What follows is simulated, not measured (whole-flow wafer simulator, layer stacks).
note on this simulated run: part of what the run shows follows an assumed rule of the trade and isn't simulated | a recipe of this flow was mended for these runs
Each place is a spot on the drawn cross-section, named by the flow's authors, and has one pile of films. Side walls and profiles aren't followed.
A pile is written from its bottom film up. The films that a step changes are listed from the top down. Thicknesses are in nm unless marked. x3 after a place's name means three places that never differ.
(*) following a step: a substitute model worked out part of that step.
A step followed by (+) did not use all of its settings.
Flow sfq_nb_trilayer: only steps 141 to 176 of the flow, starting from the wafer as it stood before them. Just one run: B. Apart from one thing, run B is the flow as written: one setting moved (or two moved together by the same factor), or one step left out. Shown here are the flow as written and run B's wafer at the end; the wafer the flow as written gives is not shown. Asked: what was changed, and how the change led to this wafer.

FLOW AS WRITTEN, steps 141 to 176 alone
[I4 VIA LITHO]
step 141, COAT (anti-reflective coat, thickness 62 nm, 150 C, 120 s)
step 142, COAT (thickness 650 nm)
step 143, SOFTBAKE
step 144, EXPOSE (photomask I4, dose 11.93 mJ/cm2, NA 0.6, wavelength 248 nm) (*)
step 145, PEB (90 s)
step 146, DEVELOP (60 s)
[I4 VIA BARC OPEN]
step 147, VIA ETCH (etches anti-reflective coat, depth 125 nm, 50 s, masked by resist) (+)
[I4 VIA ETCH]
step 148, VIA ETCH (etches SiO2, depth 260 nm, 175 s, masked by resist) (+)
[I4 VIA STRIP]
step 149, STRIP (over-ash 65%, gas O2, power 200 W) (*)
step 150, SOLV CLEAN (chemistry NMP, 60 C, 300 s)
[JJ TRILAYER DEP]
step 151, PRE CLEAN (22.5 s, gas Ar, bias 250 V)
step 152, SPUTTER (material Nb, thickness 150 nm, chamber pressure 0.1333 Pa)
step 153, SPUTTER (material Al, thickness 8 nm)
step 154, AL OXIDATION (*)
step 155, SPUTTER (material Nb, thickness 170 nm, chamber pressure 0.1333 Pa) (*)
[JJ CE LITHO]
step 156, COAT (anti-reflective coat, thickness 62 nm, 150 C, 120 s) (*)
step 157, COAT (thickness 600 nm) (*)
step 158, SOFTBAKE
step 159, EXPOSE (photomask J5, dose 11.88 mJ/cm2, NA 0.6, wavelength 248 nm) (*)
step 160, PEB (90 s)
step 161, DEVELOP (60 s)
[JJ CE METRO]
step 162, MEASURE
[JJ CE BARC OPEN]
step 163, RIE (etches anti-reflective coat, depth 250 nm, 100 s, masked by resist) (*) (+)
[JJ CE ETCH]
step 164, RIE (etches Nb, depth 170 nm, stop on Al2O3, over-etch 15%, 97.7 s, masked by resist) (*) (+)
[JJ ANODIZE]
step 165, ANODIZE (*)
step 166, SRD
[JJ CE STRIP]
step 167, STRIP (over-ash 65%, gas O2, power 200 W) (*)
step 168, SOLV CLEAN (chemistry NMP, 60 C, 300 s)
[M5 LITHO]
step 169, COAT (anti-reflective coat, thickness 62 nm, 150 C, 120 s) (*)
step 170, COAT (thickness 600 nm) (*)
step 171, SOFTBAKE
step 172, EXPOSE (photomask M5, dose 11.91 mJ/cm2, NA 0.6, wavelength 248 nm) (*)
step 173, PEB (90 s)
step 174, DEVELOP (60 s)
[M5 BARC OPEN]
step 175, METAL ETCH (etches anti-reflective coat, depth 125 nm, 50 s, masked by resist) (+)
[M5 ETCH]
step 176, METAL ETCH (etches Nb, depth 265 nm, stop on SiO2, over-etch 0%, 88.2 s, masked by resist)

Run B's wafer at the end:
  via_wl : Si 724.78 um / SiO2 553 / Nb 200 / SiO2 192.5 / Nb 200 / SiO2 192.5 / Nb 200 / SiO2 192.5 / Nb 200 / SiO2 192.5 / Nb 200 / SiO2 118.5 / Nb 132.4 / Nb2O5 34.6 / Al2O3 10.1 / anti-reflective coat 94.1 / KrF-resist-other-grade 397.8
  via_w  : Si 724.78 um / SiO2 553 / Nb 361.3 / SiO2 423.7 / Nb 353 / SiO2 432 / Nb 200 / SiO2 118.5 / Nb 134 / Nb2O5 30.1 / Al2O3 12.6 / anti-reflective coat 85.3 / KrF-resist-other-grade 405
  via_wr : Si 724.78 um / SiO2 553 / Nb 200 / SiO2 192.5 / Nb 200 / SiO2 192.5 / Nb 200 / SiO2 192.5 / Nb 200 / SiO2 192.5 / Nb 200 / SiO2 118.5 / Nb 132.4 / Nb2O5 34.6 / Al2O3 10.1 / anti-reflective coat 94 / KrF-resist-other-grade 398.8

Cause: step 147, VIA ETCH: etches anti-reflective coat, depth 125 nm, 50 s, masked by resist (+), was omitted.

The path from the change to this, step by step:
  step 148, VIA ETCH (etches SiO2, depth 260 nm, 175 s, masked by resist) (+)
      via_wl, via_w, via_wr: anti-reflective coat loses 62 (all of it), SiO2 loses 74 (in the flow as written it would be: SiO2 loses 199.7 (all of it), Nb loses 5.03)
  step 149, STRIP (over-ash 65%, gas O2, power 200 W) (*)
      field_l, v_sur, via_sp and 100 more: KrF-resist-other-grade loses 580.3 (all of it), anti-reflective coat loses 62 (all of it) (in the flow as written it would be: KrF-resist-other-grade loses 510.8 (all of it), anti-reflective coat loses 62 (all of it))
  step 151, PRE CLEAN (22.5 s, gas Ar, bias 250 V)
      via_wl, via_w, via_wr: SiO2 loses 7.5 (in the flow as written it would be: Nb loses 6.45)
  step 152, SPUTTER (material Nb, thickness 150 nm, chamber pressure 0.1333 Pa)
      via_wl, via_w, via_wr: Nb gains 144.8 (new film) (in the flow as written it would be: Nb gains 129.8)
  step 153, SPUTTER (material Al, thickness 8 nm)
      via_wl, via_wr: Al gains 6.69 (new film) (in the flow as written it would be: Al gains 5.13 (new film))
      via_w: Al gains 7.94 (new film) (in the flow as written it would be: Al gains 7.09 (new film))
  step 155, SPUTTER (material Nb, thickness 170 nm, chamber pressure 0.1333 Pa) (*)
      via_w: Nb gains 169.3 (new film) (in the flow as written it would be: Nb gains 140.2 (new film))
  step 156, COAT (anti-reflective coat, thickness 62 nm, 150 C, 120 s) (*)
      via_wl, via_wr: anti-reflective coat gains 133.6 (new film) (in the flow as written it would be: anti-reflective coat gains 224.3 (new film))
      field_l: anti-reflective coat gains 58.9 (new film) (in the flow as written it would be: anti-reflective coat gains 62.7 (new film))
      (as well as at 4 more places)
  step 157, COAT (thickness 600 nm) (*)
      via_wl: KrF-resist-other-grade gains 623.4 (new film) (in the flow as written it would be: KrF-resist-other-grade gains 650.9 (new film))
      via_w: KrF-resist-other-grade gains 629.4 (new film) (in the flow as written it would be: KrF-resist-other-grade gains 766.6 (new film))
      (as well as at 1 more place)
  step 161, DEVELOP (60 s)
      via_wl: KrF-resist-other-grade loses 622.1 (all of it) (in the flow as written it would be: KrF-resist-other-grade loses 649.5 (all of it))
      via_w: KrF-resist-other-grade loses 628.1 (all of it) (in the flow as written it would be: KrF-resist-other-grade loses 764.9 (all of it))
      (as well as at 1 more place)
  step 163, RIE (etches anti-reflective coat, depth 250 nm, 100 s, masked by resist) (*) (+)
      via_wl, via_wr: anti-reflective coat loses 133.6 (all of it) (in the flow as written it would be: anti-reflective coat loses 224.3 (all of it))
      field_l: anti-reflective coat loses 58.9 (all of it) (in the flow as written it would be: anti-reflective coat loses 62.7 (all of it))
      (as well as at 4 more places)
  step 164, RIE (etches Nb, depth 170 nm, stop on Al2O3, over-etch 15%, 97.7 s, masked by resist) (*) (+)
      via_w: Nb loses 169.3 (all of it), Al2O3 loses 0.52 (in the flow as written it would be: Nb loses 140.2 (all of it), Al2O3 loses 0.96 (all of it))
  step 165, ANODIZE (*)
      via_w: Al2O3 gains 12.1, Nb2O5 gains 30.1 (new film), Al loses 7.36 (all of it), Nb loses 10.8 (in the flow as written it would be: Al2O3 gains 10.7 (new film), Nb2O5 gains 33.4 (new film), Al loses 6.51 (all of it), Nb loses 12)
      via_wl, via_wr: Al2O3 gains 10.1 (new film), Nb2O5 gains 34.6 (new film), Al loses 6.11 (all of it), Nb loses 12.5 (in the flow as written it would be: Al2O3 gains 7.51 (new film), Nb2O5 gains 39.2 (new film), Al loses 4.55 (all of it), Nb loses 14.1)
  step 169, COAT (anti-reflective coat, thickness 62 nm, 150 C, 120 s) (*)
      field_l: anti-reflective coat gains 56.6 (new film) (in the flow as written it would be: anti-reflective coat gains 61.6 (new film))
      v_sur: anti-reflective coat gains 33.5 (new film) (in the flow as written it would be: anti-reflective coat gains 26.6 (new film))
      (as well as at 6 more places)
  step 170, COAT (thickness 600 nm) (*)
      field_l: KrF-resist-other-grade gains 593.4 (new film) (in the flow as written it would be: KrF-resist-other-grade gains 578.5 (new film))
      v_sur: KrF-resist-other-grade gains 610.1 (new film) (in the flow as written it would be: KrF-resist-other-grade gains 593.2 (new film))
      (as well as at 4 more places)
  step 174, DEVELOP (60 s)
      field_l: KrF-resist-other-grade loses 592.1 (all of it) (in the flow as written it would be: KrF-resist-other-grade loses 577.3 (all of it))
  step 175, METAL ETCH (etches anti-reflective coat, depth 125 nm, 50 s, masked by resist) (+)
      field_l: anti-reflective coat loses 56.6 (all of it), Al2O3 loses 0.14 (in the flow as written it would be: anti-reflective coat loses 61.6 (all of it), Al2O3 loses 0.13)
If metal films that touch count as one body, via_wl has 6 bodies (between them, from the top down: SiO2 118.5; SiO2 192.5; SiO2 192.5; SiO2 192.5; SiO2 192.5); the flow as written gives 5 bodies (between them, from the top down: SiO2 192.5; SiO2 192.5; SiO2 192.5; SiO2 192.5).
If metal films that touch count as one body, via_w has 4 bodies (between them, from the top down: SiO2 118.5; SiO2 432; SiO2 423.7); the flow as written gives 3 bodies (between them, from the top down: SiO2 432; SiO2 423.7).
If metal films that touch count as one body, via_wr has 6 bodies (between them, from the top down: SiO2 118.5; SiO2 192.5; SiO2 192.5; SiO2 192.5; SiO2 192.5); the flow as written gives 5 bodies (between them, from the top down: SiO2 192.5; SiO2 192.5; SiO2 192.5; SiO2 192.5).
